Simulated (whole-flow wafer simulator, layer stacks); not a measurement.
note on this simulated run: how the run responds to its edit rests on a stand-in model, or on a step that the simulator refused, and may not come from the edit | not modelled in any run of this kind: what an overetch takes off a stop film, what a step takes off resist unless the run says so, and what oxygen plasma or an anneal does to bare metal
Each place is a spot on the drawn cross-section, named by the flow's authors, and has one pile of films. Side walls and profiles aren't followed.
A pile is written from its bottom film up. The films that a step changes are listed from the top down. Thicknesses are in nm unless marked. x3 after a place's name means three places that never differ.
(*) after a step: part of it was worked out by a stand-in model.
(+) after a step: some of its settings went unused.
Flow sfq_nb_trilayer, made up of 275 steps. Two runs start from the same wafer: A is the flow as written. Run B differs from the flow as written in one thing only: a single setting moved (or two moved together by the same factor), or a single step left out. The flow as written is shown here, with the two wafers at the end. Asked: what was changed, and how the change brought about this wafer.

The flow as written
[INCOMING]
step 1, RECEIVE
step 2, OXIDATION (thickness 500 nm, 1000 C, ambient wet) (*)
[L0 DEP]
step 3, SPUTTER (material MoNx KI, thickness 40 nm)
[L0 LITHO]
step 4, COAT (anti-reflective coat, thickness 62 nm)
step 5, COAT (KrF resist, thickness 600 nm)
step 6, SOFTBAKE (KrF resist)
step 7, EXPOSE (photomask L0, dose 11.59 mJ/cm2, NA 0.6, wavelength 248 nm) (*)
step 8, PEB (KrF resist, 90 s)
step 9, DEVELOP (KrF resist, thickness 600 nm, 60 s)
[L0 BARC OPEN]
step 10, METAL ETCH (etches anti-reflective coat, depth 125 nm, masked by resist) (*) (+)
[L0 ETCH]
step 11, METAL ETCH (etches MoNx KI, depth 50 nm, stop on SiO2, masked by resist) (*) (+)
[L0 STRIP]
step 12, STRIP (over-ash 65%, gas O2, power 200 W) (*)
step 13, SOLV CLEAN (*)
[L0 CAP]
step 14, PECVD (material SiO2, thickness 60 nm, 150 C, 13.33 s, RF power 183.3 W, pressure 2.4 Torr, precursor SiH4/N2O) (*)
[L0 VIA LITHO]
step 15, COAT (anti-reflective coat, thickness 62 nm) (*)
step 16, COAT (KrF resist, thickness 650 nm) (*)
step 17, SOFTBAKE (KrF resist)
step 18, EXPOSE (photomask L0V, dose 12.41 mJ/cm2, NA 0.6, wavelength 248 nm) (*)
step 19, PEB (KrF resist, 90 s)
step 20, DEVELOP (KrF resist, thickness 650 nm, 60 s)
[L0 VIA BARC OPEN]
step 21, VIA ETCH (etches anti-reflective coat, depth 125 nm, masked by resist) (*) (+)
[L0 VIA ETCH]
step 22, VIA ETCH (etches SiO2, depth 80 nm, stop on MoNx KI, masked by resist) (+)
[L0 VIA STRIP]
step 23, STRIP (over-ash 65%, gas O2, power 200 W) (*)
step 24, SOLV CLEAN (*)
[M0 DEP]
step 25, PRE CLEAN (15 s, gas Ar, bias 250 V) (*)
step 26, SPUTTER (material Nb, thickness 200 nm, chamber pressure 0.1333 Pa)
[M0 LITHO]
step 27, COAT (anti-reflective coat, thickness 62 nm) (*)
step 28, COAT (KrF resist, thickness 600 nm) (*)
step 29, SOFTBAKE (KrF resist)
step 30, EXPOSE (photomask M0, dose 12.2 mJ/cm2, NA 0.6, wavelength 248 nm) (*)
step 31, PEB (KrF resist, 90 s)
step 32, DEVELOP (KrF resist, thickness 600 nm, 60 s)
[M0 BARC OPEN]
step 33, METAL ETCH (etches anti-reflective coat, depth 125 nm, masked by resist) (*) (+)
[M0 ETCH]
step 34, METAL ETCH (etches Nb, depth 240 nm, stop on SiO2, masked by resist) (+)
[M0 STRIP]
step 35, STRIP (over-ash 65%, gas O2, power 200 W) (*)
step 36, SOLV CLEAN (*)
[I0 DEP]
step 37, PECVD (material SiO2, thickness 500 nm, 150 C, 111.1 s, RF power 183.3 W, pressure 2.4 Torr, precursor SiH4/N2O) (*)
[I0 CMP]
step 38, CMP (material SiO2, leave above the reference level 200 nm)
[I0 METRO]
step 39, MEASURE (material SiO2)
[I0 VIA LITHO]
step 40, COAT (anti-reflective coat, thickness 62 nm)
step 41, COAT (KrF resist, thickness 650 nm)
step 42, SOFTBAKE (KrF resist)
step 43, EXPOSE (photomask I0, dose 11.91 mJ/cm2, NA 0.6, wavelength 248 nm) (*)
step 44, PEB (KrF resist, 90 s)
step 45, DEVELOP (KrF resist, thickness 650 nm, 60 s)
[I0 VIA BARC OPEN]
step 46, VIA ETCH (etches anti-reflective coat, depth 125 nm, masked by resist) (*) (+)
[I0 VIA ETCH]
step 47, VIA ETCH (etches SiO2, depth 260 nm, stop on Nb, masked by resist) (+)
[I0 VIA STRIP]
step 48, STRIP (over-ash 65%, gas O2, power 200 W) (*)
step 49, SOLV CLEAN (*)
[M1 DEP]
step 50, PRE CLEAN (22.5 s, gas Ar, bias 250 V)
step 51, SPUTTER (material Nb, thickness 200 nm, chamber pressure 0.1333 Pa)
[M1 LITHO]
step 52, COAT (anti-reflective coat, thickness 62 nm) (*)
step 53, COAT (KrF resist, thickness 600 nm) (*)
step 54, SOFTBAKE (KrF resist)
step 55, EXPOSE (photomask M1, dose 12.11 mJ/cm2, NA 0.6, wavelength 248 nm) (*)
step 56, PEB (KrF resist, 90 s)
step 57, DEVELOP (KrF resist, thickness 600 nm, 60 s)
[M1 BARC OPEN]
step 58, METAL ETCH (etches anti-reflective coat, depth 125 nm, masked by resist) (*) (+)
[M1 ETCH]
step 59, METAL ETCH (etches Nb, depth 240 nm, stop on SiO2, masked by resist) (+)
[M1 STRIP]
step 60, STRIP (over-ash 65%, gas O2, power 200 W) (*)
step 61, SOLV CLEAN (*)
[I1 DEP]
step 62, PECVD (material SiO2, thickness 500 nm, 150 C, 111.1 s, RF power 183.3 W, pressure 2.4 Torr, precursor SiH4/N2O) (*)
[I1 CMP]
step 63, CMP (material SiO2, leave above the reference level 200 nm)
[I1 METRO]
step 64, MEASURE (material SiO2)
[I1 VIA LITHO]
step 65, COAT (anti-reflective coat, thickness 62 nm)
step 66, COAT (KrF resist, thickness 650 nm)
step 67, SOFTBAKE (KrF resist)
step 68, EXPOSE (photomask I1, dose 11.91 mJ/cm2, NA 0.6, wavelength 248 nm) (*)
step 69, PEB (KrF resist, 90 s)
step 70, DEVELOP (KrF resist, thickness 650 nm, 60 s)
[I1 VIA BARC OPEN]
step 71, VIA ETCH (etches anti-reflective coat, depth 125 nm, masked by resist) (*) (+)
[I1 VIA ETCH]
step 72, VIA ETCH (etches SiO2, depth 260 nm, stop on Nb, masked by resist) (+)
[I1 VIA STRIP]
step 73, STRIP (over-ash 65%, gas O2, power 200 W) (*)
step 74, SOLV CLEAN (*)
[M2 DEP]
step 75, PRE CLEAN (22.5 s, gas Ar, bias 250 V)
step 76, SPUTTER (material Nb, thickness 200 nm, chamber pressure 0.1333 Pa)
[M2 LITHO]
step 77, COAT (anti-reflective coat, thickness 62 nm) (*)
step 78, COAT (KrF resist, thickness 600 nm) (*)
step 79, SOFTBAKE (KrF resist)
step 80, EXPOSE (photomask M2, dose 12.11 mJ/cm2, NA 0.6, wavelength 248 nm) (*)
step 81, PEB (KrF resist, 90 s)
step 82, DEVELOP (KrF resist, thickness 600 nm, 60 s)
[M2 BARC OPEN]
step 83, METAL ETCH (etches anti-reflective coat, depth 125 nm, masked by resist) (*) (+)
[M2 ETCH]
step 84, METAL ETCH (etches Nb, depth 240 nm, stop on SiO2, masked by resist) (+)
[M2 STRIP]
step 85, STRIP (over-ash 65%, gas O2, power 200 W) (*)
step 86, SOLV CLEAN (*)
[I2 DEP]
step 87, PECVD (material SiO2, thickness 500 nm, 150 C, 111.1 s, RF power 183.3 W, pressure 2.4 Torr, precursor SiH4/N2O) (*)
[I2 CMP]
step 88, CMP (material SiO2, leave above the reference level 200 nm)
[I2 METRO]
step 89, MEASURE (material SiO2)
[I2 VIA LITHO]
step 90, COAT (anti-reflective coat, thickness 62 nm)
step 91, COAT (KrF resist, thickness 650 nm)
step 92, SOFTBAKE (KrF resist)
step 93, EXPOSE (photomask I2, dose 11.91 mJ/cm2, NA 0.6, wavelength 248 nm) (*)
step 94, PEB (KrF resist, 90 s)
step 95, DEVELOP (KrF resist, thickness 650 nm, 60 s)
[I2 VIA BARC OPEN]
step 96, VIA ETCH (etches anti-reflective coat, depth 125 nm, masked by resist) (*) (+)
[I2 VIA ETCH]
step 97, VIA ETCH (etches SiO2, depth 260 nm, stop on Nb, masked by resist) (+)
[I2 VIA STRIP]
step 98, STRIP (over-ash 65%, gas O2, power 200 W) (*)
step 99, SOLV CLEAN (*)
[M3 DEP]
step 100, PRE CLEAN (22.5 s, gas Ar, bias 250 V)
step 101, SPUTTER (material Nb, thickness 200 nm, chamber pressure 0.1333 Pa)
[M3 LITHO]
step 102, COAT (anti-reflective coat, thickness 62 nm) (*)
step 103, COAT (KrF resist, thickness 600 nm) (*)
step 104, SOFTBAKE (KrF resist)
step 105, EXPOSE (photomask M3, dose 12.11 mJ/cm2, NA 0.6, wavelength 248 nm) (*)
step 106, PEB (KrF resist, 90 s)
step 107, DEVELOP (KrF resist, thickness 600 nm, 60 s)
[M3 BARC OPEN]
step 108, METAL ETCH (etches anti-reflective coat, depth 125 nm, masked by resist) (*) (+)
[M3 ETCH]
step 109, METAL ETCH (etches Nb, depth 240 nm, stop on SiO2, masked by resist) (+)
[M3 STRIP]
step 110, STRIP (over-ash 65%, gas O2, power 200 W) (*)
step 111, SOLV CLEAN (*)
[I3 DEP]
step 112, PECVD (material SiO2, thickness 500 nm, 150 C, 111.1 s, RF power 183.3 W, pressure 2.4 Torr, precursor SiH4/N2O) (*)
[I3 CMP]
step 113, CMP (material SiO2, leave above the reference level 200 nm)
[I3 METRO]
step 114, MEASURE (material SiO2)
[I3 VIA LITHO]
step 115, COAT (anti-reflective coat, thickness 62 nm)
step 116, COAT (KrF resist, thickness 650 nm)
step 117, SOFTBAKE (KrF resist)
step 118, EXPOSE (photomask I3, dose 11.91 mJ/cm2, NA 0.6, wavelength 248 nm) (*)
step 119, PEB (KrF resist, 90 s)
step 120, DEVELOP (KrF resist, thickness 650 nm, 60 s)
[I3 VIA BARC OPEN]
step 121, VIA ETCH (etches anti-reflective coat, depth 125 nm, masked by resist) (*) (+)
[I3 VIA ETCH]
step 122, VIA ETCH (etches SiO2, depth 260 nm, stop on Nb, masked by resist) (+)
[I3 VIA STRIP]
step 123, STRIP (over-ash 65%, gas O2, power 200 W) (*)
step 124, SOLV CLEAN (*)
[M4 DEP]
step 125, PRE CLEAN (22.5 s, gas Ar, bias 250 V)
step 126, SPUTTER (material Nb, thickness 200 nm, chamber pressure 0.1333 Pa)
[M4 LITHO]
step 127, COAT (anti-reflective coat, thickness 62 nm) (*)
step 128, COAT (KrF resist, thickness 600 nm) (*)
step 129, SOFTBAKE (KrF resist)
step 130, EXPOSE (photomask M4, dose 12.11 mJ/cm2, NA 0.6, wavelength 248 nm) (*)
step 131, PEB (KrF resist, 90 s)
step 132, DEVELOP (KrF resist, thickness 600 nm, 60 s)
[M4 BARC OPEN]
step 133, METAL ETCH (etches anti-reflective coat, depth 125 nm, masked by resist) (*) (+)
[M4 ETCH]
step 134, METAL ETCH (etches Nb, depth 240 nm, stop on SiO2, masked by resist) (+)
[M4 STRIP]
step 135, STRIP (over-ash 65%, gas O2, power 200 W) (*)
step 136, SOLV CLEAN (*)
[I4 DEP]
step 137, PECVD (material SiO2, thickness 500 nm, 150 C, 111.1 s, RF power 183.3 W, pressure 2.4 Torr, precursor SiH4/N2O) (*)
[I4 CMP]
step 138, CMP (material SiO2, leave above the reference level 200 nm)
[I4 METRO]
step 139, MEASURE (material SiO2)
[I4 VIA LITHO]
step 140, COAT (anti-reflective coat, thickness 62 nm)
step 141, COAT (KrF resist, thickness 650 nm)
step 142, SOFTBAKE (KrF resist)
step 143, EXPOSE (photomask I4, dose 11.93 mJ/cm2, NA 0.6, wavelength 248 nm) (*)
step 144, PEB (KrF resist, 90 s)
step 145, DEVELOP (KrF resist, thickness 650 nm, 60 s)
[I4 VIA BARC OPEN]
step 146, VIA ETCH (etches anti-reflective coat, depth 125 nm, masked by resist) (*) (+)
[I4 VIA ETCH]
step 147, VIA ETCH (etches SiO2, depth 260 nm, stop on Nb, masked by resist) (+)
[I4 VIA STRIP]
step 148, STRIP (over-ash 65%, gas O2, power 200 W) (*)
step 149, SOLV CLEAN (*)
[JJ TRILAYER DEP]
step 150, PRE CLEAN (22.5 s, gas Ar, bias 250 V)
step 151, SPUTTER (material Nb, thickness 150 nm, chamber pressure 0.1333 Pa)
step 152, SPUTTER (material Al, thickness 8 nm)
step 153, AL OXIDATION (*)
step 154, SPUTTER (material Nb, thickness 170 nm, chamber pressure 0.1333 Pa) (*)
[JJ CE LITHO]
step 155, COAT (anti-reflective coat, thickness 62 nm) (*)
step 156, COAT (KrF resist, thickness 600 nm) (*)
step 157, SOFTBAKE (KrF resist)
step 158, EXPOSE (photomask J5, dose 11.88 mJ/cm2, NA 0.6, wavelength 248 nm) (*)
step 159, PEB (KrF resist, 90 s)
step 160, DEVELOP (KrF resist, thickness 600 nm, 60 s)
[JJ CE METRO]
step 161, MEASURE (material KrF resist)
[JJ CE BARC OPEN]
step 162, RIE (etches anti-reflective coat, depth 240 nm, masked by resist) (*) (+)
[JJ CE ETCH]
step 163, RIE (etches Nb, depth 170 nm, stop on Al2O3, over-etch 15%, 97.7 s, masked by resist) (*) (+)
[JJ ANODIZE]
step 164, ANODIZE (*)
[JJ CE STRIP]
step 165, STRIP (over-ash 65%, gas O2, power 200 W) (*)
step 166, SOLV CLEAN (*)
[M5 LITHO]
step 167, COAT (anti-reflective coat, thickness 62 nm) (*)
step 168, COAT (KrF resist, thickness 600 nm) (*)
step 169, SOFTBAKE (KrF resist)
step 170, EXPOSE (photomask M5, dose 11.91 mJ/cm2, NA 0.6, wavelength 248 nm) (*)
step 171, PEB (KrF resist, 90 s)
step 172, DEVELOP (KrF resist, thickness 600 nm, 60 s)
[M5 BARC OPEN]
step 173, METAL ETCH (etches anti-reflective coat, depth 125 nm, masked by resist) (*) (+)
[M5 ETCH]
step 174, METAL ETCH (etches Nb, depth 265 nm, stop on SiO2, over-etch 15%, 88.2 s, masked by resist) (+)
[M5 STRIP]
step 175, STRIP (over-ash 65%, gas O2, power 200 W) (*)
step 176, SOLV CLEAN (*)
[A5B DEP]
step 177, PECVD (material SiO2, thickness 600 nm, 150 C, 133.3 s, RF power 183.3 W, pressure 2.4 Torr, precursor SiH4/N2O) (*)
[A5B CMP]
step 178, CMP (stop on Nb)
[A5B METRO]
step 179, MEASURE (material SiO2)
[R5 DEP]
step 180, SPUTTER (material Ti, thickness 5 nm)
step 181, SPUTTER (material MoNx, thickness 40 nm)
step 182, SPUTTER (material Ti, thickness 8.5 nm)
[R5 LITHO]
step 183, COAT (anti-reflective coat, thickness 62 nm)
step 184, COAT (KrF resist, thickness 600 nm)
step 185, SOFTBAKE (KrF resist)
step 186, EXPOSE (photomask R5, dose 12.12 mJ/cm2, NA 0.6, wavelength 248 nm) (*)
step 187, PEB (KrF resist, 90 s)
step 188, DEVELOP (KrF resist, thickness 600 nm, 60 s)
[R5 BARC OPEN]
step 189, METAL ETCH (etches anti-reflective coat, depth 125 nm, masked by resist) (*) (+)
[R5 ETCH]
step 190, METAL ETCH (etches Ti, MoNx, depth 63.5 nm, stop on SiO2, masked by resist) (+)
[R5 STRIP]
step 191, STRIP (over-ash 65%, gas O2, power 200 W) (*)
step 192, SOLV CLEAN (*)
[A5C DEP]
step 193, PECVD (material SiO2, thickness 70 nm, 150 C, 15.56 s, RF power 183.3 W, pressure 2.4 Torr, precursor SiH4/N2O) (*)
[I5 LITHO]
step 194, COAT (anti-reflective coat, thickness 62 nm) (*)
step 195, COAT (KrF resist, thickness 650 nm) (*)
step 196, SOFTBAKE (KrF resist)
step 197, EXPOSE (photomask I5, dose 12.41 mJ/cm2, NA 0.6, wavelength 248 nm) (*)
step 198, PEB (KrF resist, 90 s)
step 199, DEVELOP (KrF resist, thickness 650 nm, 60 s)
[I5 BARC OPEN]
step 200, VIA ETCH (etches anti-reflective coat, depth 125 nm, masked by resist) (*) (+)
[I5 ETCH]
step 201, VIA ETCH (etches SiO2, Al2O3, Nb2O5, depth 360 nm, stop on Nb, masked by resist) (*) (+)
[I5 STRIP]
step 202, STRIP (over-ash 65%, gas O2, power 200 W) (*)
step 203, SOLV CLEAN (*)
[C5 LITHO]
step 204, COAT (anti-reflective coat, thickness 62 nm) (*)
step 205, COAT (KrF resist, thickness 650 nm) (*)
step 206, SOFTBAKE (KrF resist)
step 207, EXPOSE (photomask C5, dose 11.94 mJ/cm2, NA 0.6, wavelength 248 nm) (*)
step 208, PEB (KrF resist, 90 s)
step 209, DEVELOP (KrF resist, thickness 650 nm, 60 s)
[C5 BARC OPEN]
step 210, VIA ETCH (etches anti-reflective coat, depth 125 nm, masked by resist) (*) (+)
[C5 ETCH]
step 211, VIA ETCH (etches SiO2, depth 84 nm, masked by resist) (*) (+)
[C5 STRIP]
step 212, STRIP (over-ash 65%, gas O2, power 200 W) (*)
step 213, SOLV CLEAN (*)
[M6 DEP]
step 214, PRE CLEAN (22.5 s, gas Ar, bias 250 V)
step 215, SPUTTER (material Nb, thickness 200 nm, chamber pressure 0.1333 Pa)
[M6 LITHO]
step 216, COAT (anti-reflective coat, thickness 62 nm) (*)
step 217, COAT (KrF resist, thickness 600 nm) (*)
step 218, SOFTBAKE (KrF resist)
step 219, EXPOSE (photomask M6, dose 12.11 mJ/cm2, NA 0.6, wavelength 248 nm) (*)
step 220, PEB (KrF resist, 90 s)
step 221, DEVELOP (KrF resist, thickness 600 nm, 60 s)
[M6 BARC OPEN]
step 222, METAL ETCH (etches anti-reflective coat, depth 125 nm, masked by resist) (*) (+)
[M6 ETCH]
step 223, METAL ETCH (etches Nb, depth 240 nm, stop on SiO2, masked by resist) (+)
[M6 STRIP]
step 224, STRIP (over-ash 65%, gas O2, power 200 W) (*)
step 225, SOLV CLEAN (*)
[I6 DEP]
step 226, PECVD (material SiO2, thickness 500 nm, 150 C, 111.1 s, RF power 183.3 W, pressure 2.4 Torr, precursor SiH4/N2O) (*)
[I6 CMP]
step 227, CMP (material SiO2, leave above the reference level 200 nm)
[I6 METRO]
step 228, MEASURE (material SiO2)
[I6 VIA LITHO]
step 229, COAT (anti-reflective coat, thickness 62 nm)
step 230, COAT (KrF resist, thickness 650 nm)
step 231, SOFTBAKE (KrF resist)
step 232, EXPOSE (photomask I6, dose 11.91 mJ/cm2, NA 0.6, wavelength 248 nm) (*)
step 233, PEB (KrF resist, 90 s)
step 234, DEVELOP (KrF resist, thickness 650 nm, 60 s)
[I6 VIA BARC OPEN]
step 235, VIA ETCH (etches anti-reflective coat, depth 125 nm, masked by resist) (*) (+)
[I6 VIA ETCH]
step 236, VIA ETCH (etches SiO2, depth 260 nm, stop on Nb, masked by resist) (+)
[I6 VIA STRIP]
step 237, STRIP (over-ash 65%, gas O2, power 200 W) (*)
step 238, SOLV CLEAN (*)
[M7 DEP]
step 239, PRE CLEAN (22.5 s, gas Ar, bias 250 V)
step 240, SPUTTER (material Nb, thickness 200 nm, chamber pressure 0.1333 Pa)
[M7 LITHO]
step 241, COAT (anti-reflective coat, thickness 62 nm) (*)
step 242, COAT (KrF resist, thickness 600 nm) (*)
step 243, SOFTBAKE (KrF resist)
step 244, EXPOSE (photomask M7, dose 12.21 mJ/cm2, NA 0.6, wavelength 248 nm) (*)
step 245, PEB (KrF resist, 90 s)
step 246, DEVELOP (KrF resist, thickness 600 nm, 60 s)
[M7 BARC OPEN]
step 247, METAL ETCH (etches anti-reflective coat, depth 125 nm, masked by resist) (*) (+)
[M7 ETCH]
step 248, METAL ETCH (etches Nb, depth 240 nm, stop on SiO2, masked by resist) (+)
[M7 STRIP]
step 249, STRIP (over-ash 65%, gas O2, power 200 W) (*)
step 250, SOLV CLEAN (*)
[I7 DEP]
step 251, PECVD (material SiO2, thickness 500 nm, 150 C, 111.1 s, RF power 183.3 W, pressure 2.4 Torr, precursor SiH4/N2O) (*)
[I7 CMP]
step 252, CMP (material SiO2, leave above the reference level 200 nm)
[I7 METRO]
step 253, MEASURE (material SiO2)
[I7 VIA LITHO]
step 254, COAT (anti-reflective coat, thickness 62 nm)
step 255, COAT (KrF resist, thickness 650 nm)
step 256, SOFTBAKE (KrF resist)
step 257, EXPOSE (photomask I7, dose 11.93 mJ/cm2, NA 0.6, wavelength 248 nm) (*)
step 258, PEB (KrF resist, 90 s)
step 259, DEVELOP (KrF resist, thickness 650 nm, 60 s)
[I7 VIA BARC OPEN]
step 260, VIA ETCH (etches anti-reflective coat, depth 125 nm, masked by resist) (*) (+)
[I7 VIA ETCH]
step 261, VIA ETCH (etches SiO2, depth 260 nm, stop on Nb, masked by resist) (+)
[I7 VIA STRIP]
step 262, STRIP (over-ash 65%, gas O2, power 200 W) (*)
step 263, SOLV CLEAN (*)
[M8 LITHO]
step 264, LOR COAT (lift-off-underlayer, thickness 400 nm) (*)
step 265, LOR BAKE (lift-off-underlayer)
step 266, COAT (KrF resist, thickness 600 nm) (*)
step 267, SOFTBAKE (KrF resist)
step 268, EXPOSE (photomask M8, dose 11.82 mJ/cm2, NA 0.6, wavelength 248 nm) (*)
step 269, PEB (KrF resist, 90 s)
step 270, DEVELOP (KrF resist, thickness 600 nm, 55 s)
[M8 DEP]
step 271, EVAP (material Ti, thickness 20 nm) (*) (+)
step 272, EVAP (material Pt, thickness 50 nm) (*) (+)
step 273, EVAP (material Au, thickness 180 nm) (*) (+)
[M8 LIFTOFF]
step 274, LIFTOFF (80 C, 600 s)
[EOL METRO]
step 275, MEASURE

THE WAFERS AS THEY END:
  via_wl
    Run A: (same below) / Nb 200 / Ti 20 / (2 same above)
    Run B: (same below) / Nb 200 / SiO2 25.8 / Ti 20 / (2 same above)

Cause: step 261, VIA ETCH: depth 174 nm was run, though the flow has depth 260 nm.

Step by step, how the change led to this:
  step 261, VIA ETCH (etches SiO2, depth 260 nm, stop on Nb, masked by resist) (+)
      via_wl, via_w, via_wr: A -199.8 SiO2 (all of it) | B -174 SiO2
      field_l, v_sur, via_sp and 100 more: A -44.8 KrF resist | B -30 KrF resist
  step 262, STRIP (over-ash 65%, gas O2, power 200 W) (*)
      field_l, v_sur, via_sp and 100 more: A -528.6 KrF resist (all of it), -62 anti-reflective coat (all of it) | B -543.4 KrF resist (all of it), -62 anti-reflective coat (all of it)
  step 264, LOR COAT (lift-off-underlayer, thickness 400 nm) (*)
      via_wl, via_wr: A +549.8 lift-off-underlayer (new film) | B +530.4 lift-off-underlayer (new film)
      via_w: A +536.4 lift-off-underlayer (new film) | B +518.8 lift-off-underlayer (new film)
  step 270, DEVELOP (KrF resist, thickness 600 nm, 55 s)
      via_wl: A -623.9 KrF resist (all of it), -549.8 lift-off-underlayer (all of it) | B -620.6 KrF resist (all of it), -530.4 lift-off-underlayer (all of it)
      via_w: A -635.4 KrF resist (all of it), -536.4 lift-off-underlayer (all of it) | B -630.7 KrF resist (all of it), -518.8 lift-off-underlayer (all of it)
      (and at 1 other place as well)
With metal films that touch counted as one body, via_wl has 8 bodies (between them, from the top down: SiO2 25.8; SiO2 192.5; SiO2 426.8 / Al2O3 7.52 / Nb2O5 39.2; SiO2 192.5; SiO2 192.5; SiO2 192.5; SiO2 192.5); the flow as written gives 7 bodies (between them, from the top down: SiO2 192.5; SiO2 426.8 / Al2O3 7.52 / Nb2O5 39.2; SiO2 192.5; SiO2 192.5; SiO2 192.5; SiO2 192.5).
